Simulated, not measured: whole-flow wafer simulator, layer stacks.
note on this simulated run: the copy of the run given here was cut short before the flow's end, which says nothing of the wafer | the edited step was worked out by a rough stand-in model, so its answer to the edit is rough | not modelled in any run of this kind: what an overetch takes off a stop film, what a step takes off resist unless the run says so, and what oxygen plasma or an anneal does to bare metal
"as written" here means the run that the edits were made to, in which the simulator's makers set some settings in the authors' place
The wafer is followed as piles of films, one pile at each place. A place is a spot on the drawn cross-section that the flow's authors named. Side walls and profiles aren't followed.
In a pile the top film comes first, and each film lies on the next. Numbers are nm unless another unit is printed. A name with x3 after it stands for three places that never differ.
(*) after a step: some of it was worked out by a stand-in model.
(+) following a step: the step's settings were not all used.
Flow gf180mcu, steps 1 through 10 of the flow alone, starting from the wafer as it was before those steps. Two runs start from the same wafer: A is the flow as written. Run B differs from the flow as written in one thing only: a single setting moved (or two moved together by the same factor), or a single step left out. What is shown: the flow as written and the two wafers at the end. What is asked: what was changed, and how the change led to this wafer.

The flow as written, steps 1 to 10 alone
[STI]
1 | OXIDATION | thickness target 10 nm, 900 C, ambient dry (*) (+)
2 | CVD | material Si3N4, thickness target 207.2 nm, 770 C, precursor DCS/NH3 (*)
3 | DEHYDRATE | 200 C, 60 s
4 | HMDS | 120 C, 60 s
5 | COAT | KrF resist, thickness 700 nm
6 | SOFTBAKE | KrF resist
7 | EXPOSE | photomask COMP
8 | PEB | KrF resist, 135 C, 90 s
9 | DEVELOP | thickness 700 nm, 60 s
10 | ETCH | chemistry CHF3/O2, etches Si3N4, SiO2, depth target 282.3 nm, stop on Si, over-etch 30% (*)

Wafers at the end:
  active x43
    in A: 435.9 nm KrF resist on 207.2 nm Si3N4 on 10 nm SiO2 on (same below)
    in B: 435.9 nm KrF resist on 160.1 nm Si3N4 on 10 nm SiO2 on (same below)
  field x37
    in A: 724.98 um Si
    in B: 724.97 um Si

The reason: step 2, CVD: thickness target 160.1 nm was run, though the flow has thickness target 207.2 nm.
One can read it off the wafer: active x43 has Si3N4 160.1, and step 2 as written asks for 207.2 nm.

The path from the change to this, step by step:
  2 | CVD | material Si3N4, thickness target 207.2 nm, 770 C, precursor DCS/NH3 (*)
      field x37, active x43: A +207.2 Si3N4 (new film) | B +160.1 Si3N4 (new film)
  10 | ETCH | chemistry CHF3/O2, etches Si3N4, SiO2, depth target 282.3 nm, stop on Si, over-etch 30% (*)
      field x37: A -207.2 Si3N4 (all of it), -10 SiO2 (all of it), -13 Si | B -160.1 Si3N4 (all of it), -10 SiO2 (all of it), -22.4 Si
